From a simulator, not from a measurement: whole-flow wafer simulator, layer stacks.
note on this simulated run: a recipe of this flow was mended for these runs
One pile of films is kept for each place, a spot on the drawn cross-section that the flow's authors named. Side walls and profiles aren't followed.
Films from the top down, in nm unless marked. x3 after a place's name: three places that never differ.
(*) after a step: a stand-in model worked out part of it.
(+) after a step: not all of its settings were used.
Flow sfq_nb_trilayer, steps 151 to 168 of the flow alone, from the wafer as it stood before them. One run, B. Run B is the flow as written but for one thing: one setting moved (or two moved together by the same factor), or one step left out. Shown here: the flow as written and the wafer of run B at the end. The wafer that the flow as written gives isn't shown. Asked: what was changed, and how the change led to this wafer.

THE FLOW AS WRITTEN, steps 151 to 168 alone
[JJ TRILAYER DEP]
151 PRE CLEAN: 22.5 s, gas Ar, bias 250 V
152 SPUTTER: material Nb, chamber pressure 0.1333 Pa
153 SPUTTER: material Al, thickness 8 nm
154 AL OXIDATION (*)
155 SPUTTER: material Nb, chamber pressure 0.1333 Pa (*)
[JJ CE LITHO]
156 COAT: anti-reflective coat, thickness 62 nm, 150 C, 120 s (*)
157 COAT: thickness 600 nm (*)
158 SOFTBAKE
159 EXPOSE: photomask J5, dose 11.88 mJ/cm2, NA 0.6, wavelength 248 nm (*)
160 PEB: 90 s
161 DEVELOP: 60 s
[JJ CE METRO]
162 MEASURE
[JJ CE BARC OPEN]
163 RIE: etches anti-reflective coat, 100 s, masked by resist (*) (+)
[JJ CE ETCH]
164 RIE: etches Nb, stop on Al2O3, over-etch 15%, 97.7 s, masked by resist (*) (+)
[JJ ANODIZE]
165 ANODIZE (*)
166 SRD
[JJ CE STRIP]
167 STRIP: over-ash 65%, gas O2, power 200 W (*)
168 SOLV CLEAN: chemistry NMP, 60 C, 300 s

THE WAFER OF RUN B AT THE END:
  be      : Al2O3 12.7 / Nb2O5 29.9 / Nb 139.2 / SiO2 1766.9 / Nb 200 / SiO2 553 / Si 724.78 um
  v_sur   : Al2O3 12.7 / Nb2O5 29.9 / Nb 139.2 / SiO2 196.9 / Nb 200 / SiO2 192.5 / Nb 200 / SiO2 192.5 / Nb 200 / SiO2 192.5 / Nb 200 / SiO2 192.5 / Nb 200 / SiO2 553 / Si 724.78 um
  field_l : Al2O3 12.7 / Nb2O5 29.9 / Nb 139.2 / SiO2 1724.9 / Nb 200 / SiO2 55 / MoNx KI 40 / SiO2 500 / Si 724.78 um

The cause: step 151, PRE CLEAN: 9.28 s was run, where the flow has 22.5 s.

How the change led to this, step by step:
  151 PRE CLEAN: 22.5 s, gas Ar, bias 250 V
      field_l, v_sur, via_sp and 100 more: SiO2 -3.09 (as written it would be: SiO2 -7.5)
      via_wl, via_w, via_wr: Nb -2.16 (as written it would be: Nb -6.45)
